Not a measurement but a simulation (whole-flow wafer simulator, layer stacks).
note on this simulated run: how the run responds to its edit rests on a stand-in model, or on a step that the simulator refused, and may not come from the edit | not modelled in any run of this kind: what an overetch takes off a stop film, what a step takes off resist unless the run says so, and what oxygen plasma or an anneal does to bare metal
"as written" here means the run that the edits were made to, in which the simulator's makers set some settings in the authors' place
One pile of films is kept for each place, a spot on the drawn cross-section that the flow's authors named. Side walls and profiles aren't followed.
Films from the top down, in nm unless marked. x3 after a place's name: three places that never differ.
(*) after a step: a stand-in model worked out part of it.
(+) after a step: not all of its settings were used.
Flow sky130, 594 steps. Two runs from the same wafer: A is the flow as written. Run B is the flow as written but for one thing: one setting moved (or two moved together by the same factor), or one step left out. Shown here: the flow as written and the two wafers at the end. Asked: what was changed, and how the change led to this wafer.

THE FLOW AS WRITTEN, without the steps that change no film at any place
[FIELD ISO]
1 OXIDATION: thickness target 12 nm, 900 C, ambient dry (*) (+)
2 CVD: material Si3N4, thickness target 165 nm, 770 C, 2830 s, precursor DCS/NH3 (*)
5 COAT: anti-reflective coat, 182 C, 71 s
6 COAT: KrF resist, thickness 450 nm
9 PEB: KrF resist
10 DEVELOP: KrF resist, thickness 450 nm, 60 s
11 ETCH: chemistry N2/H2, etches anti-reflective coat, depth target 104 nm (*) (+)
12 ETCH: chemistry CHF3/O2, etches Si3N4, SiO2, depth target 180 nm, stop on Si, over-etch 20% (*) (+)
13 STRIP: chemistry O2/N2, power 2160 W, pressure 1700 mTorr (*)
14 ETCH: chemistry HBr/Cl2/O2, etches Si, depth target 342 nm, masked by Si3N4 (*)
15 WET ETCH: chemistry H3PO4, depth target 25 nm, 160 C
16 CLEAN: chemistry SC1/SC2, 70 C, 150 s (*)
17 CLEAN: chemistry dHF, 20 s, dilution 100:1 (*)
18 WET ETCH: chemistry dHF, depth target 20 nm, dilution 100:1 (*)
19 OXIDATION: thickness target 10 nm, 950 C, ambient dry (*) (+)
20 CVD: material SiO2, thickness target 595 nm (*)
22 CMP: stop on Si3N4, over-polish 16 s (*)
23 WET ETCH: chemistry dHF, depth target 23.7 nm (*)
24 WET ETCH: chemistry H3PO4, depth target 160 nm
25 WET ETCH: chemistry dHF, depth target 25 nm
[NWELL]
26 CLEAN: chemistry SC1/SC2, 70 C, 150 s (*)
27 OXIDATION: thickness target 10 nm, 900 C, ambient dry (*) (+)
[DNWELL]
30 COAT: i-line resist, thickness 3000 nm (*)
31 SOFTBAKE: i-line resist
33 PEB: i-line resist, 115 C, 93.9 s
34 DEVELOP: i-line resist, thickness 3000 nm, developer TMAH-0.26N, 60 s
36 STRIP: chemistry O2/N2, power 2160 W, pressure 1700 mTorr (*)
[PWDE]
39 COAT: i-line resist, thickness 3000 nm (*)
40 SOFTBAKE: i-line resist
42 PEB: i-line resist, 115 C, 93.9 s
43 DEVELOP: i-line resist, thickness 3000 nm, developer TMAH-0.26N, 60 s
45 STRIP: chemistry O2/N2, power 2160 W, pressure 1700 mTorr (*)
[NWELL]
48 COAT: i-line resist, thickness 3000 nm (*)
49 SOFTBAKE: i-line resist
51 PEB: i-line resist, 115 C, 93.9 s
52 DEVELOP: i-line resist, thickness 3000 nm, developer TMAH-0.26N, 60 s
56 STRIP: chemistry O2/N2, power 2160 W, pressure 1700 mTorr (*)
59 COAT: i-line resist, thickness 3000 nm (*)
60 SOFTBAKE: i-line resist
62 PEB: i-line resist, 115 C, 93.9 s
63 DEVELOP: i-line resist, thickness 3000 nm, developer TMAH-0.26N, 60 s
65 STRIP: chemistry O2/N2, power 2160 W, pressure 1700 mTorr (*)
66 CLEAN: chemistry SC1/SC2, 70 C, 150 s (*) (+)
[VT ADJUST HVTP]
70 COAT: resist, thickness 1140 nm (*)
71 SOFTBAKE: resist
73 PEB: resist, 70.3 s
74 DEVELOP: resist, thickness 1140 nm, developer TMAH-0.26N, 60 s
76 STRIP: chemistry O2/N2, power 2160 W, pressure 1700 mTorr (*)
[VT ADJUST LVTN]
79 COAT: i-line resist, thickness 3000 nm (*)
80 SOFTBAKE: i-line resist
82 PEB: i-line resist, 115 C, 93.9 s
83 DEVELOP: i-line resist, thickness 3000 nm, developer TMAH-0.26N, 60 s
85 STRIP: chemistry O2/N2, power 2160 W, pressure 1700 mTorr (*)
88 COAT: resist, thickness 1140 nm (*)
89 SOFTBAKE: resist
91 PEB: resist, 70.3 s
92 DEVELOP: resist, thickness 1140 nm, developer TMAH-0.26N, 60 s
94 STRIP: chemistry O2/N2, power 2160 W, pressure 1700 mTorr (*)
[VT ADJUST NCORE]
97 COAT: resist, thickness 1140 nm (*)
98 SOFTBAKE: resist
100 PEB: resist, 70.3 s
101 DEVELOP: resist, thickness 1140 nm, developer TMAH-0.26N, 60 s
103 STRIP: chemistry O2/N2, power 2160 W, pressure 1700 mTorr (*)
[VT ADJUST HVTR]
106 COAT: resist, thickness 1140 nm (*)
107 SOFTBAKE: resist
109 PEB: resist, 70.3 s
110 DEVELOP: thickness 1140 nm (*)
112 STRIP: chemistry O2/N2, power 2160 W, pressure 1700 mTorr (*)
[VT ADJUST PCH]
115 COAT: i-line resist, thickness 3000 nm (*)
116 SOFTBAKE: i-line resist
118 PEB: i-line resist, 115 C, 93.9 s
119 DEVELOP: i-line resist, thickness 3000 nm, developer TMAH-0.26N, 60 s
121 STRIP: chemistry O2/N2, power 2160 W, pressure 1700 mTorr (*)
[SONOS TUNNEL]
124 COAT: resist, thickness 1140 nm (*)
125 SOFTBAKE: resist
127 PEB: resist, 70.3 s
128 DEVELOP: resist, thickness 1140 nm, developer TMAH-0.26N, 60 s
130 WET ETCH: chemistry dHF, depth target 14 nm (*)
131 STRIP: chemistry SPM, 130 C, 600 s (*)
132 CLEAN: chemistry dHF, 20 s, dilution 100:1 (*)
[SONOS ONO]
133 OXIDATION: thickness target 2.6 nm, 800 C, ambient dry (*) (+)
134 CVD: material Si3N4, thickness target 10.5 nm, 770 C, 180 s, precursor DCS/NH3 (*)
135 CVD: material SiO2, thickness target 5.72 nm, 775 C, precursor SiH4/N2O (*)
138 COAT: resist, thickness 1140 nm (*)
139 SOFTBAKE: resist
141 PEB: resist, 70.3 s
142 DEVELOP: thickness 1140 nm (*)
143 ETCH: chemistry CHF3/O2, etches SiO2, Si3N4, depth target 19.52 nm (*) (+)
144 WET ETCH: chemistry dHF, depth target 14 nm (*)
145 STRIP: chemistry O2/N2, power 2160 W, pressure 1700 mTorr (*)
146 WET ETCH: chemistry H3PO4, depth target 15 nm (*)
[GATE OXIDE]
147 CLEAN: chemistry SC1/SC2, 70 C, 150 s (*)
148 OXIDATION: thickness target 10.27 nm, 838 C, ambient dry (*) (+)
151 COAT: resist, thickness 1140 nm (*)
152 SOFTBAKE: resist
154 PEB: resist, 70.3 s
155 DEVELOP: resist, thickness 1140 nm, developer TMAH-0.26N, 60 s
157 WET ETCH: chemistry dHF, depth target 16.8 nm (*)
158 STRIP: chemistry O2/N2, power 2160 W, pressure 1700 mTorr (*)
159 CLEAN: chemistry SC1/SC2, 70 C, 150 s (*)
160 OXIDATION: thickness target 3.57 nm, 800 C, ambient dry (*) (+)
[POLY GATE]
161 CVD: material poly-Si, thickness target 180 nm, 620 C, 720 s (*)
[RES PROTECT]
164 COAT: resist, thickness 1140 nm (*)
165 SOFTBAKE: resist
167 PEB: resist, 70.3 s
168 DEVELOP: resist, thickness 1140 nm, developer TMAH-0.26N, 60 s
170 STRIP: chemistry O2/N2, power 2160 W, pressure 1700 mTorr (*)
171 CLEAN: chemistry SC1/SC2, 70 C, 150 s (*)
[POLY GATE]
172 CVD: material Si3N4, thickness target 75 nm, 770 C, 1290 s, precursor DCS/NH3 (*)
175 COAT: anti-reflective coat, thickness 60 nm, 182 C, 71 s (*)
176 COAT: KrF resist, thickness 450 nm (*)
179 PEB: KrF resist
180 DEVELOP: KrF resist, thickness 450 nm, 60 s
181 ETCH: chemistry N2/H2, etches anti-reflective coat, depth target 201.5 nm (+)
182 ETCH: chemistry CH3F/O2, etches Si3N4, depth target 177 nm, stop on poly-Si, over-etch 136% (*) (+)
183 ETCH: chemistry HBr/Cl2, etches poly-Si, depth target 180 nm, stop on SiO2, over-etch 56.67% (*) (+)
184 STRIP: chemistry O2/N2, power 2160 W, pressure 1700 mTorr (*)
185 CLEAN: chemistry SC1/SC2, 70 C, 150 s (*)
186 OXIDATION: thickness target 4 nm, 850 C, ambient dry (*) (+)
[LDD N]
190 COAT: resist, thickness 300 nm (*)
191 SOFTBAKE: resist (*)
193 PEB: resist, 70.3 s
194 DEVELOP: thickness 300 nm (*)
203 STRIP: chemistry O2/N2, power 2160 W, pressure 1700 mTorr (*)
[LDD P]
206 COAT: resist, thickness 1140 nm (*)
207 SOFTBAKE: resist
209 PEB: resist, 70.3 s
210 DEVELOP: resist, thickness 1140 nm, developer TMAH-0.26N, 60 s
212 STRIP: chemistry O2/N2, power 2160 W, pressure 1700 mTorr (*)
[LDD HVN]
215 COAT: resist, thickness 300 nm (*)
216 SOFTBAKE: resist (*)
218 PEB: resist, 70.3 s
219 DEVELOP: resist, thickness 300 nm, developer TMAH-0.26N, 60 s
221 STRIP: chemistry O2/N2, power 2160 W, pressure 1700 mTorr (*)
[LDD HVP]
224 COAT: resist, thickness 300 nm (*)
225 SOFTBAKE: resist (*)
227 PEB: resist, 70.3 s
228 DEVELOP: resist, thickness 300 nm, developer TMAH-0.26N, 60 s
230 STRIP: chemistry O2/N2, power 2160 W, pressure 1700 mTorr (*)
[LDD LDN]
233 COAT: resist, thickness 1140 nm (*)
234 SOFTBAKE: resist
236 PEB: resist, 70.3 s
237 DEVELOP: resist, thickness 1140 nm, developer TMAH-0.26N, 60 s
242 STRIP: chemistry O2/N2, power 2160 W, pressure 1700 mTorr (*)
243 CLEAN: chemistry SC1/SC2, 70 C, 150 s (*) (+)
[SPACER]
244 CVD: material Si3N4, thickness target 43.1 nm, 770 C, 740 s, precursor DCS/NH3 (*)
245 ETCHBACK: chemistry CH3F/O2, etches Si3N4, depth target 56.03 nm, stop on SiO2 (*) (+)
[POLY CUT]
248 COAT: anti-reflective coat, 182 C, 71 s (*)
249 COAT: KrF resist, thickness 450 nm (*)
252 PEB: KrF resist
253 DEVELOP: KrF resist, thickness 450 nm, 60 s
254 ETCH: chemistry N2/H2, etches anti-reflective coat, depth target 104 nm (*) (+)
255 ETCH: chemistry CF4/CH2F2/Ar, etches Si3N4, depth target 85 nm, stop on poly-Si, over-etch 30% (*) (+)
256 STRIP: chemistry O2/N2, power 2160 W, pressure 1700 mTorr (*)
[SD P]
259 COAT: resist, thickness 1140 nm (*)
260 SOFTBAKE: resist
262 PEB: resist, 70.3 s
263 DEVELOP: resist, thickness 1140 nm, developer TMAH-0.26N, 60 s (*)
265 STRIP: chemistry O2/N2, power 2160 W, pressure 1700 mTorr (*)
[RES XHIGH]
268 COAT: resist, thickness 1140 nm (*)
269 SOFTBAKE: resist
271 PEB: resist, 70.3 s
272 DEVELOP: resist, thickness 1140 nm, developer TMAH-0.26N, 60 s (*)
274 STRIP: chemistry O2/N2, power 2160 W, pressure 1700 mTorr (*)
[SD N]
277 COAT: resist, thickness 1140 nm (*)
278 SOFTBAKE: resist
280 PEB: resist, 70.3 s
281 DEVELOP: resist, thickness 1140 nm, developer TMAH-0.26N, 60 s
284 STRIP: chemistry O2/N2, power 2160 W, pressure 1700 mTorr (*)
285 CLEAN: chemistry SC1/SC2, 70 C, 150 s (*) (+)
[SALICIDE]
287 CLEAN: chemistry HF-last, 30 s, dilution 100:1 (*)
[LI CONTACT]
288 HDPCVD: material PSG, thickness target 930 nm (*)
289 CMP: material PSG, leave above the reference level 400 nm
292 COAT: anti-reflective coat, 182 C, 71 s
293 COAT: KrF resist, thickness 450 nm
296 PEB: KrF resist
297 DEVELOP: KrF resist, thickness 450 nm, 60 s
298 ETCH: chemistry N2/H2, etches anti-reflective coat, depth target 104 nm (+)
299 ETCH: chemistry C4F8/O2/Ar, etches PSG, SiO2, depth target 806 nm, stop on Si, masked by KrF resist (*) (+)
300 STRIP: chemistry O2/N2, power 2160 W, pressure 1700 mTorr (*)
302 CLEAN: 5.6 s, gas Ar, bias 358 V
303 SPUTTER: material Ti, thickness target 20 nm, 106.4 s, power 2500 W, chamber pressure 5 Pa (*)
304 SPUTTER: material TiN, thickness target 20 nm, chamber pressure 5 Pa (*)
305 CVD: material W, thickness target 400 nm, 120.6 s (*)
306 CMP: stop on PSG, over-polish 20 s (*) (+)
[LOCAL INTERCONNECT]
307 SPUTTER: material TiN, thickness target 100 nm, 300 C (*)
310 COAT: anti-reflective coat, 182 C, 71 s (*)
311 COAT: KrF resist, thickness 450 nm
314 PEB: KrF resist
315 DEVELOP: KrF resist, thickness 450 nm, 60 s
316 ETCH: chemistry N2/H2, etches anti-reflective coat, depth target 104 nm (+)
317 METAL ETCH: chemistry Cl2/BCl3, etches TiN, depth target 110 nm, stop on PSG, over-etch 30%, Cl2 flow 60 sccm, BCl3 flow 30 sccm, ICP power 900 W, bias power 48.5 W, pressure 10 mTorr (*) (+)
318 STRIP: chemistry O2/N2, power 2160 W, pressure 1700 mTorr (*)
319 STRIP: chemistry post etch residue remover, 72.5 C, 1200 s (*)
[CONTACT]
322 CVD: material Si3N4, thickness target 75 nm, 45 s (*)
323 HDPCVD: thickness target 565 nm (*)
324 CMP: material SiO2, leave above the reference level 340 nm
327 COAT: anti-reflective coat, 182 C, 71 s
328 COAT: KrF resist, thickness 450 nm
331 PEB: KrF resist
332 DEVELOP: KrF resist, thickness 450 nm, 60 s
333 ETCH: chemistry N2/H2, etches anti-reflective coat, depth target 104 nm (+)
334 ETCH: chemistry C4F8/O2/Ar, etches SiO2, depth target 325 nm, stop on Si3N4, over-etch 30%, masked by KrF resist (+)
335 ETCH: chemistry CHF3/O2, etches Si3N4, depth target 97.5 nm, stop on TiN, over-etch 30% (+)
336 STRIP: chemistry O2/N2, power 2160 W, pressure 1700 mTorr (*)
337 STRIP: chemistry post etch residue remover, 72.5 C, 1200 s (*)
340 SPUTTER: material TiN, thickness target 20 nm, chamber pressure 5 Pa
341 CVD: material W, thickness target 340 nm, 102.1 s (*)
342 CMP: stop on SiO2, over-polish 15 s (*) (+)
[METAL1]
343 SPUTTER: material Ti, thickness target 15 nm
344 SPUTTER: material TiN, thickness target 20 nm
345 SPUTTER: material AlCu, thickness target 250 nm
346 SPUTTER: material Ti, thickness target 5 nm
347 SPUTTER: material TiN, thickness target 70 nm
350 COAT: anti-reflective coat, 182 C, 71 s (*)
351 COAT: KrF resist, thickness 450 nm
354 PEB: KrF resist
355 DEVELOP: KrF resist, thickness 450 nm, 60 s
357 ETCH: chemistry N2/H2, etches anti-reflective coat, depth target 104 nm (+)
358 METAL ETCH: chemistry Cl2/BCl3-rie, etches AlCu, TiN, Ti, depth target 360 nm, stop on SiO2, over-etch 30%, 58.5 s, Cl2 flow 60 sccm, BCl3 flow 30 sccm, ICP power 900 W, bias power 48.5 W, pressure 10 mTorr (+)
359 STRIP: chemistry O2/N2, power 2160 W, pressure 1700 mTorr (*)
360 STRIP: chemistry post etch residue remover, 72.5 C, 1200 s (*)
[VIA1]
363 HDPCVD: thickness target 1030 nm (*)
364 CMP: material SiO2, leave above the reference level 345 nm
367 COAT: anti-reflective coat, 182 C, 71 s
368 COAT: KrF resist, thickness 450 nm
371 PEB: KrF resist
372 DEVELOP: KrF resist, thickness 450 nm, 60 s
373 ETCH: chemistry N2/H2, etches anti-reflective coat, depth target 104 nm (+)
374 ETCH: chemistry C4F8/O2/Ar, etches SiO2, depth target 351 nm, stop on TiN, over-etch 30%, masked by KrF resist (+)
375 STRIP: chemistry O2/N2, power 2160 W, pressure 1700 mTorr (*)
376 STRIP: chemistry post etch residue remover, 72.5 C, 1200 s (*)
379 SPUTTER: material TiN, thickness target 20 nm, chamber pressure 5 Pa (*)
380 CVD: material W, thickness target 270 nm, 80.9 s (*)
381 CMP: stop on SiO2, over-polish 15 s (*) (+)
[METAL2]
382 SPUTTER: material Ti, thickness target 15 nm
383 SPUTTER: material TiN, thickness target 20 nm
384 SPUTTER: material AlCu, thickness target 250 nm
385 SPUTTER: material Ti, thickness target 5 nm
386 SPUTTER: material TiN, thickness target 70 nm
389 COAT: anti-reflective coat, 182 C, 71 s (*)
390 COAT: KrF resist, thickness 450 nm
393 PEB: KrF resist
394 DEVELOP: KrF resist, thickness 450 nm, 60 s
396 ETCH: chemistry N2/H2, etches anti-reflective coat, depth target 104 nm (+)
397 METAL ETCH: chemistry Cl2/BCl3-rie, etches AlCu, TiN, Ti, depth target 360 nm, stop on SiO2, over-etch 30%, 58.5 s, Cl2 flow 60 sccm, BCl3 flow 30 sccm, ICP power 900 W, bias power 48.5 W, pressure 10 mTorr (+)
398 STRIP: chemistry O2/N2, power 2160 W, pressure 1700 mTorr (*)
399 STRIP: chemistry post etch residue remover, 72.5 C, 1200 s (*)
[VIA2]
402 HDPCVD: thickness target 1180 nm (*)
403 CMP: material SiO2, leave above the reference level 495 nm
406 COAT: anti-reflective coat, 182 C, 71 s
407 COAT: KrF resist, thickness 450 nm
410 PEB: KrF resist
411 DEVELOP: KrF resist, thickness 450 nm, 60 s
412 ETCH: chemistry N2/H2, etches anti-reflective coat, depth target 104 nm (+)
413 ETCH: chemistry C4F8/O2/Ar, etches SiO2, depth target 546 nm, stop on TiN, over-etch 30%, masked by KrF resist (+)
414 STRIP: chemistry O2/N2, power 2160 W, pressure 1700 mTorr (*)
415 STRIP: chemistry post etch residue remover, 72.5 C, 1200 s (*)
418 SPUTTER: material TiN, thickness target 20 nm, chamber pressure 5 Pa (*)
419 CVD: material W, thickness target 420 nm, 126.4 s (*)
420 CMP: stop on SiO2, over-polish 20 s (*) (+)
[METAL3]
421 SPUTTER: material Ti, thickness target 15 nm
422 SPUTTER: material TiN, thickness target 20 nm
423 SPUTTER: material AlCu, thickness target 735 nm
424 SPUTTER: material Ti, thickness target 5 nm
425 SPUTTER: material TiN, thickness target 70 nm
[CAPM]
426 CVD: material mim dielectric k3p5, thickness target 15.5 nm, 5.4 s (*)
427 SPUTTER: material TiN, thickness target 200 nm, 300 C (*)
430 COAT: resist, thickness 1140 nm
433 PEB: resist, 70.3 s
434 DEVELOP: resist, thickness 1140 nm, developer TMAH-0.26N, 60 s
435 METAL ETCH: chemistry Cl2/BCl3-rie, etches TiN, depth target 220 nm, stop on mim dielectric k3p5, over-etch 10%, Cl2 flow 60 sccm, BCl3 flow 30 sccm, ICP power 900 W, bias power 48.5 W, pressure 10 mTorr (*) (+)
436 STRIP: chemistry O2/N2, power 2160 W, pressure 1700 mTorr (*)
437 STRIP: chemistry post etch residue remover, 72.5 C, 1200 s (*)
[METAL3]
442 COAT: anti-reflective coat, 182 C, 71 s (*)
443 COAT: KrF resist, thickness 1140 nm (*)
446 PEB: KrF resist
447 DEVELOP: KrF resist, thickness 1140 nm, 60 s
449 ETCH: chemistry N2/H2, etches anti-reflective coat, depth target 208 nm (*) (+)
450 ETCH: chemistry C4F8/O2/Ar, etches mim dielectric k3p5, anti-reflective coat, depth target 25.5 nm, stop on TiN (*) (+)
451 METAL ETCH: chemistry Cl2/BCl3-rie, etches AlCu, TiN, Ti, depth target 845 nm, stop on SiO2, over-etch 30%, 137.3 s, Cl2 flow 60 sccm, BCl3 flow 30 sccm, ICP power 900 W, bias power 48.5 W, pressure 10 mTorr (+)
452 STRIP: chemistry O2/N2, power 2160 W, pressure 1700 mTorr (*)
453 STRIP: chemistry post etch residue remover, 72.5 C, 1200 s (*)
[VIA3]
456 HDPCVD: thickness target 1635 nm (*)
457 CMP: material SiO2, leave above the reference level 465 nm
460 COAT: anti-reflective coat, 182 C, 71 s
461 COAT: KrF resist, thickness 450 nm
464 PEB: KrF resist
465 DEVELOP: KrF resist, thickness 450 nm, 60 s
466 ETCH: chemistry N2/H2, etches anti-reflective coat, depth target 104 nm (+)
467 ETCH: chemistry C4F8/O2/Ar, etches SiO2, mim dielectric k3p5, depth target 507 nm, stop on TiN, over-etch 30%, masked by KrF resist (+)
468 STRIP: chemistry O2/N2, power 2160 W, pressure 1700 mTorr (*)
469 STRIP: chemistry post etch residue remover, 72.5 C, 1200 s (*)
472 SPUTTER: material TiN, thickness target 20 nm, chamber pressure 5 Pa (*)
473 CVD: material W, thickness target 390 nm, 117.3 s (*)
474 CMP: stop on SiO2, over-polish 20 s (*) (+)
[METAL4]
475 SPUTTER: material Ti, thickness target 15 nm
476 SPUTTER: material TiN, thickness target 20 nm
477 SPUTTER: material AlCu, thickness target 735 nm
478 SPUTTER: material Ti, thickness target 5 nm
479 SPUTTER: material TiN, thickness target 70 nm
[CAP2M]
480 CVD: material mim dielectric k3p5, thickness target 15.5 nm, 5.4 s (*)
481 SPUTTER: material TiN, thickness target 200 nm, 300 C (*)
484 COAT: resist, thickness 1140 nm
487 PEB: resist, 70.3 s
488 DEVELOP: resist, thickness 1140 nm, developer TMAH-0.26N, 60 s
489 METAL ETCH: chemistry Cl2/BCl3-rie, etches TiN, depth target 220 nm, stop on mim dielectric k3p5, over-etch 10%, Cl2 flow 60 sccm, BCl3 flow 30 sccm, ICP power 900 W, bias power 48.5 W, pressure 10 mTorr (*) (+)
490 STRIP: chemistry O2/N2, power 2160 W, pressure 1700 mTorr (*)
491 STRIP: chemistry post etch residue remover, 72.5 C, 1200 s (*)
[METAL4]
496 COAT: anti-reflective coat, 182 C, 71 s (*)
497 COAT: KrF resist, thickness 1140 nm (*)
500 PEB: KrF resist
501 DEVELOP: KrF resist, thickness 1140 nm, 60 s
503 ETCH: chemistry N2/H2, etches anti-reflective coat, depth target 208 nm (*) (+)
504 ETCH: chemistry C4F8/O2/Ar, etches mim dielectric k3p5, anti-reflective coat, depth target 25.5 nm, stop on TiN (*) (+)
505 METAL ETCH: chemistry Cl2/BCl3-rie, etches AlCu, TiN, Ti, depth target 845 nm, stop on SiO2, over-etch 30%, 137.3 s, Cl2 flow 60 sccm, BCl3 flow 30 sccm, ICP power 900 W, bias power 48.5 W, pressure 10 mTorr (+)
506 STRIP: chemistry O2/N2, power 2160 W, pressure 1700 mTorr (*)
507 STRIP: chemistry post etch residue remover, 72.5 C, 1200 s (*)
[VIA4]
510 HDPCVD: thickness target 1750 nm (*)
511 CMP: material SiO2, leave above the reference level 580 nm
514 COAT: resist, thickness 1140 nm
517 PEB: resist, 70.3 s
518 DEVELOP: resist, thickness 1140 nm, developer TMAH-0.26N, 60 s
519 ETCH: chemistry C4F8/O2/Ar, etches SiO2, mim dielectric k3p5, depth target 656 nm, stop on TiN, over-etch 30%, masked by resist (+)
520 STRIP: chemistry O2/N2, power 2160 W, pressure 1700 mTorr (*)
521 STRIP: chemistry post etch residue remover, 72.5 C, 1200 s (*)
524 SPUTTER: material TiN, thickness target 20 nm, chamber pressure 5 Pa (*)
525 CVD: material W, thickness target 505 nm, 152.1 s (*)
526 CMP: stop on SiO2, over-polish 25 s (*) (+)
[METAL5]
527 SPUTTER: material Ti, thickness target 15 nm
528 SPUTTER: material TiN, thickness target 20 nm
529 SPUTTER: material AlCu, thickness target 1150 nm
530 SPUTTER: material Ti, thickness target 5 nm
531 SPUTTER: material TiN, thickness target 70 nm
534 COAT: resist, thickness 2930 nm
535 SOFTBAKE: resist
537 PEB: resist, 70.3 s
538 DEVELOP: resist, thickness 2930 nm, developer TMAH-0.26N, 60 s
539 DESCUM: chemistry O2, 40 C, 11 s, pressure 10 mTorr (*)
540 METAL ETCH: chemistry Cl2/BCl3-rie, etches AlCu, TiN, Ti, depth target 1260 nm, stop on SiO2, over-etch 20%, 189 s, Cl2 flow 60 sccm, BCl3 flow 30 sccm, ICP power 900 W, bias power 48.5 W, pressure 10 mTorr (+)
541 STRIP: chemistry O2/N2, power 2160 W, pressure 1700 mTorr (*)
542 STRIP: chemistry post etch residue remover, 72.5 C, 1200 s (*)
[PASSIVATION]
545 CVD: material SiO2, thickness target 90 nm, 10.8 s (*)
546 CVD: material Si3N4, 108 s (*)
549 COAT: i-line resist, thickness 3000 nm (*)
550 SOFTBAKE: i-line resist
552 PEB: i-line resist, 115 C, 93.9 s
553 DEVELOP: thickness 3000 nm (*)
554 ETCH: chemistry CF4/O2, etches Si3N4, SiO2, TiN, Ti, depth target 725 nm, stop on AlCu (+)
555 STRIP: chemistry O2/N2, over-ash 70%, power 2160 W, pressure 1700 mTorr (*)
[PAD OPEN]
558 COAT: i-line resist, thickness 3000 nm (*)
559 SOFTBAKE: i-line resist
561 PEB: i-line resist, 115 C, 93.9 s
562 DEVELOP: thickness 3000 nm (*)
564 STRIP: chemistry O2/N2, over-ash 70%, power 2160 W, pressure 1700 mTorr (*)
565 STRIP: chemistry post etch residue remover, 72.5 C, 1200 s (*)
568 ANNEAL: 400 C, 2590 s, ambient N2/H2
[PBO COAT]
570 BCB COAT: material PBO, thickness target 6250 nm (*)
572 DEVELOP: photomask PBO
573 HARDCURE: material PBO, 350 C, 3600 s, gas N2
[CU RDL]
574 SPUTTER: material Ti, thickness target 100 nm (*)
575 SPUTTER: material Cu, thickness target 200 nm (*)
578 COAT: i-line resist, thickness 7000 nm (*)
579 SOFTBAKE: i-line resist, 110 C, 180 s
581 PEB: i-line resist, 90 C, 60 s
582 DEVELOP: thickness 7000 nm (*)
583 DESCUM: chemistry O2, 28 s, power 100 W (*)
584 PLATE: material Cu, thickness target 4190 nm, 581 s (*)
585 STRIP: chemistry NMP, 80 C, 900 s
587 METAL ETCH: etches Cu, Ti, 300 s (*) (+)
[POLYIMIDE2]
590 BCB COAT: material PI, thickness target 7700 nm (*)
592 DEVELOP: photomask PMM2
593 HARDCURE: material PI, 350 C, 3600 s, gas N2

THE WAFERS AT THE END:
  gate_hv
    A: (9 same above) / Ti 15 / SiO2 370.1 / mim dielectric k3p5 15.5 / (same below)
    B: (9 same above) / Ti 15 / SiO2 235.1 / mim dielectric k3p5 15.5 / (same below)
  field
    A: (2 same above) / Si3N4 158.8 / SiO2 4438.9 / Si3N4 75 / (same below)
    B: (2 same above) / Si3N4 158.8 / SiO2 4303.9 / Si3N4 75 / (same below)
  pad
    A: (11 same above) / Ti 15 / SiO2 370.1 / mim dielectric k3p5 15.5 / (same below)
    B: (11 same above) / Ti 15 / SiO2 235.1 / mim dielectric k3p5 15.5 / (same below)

The cause: step 457, CMP: leave above the reference level 330 nm was run, where the flow has leave above the reference level 465 nm.

How the change led to this, step by step:
  457 CMP: material SiO2, leave above the reference level 465 nm
      n_well, p_well, gate_hv and 99 more: A SiO2 -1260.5 | B SiO2 -1395.5
      field, active, gate and 82 more: A SiO2 -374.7 | B SiO2 -509.7
      (and at 5 more places)
  467 ETCH: chemistry C4F8/O2/Ar, etches SiO2, mim dielectric k3p5, depth target 507 nm, stop on TiN, over-etch 30%, masked by KrF resist (+)
      field, active, n_well and 187 more: A KrF resist -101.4 | B KrF resist -66.3
      m1: A SiO2 -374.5 (all of it), mim dielectric k3p5 -15.5 (all of it) | B SiO2 -239.5 (all of it), mim dielectric k3p5 -15.5 (all of it)
      (and at 1 more place)
  468 STRIP: chemistry O2/N2, power 2160 W, pressure 1700 mTorr (*)
      field, active, n_well and 187 more: A KrF resist -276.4 (all of it), anti-reflective coat -80 (all of it) | B KrF resist -311.5 (all of it), anti-reflective coat -80 (all of it)
  472 SPUTTER: material TiN, thickness target 20 nm, chamber pressure 5 Pa (*)
      m1, via3_hole: A TiN +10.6 | B TiN +12.6
  473 CVD: material W, thickness target 390 nm, 117.3 s (*)
      m1: A W +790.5 (new film) | B W +653.5 (new film)
      via3_hole: A W +789.9 (new film) | B W +652.9 (new film)
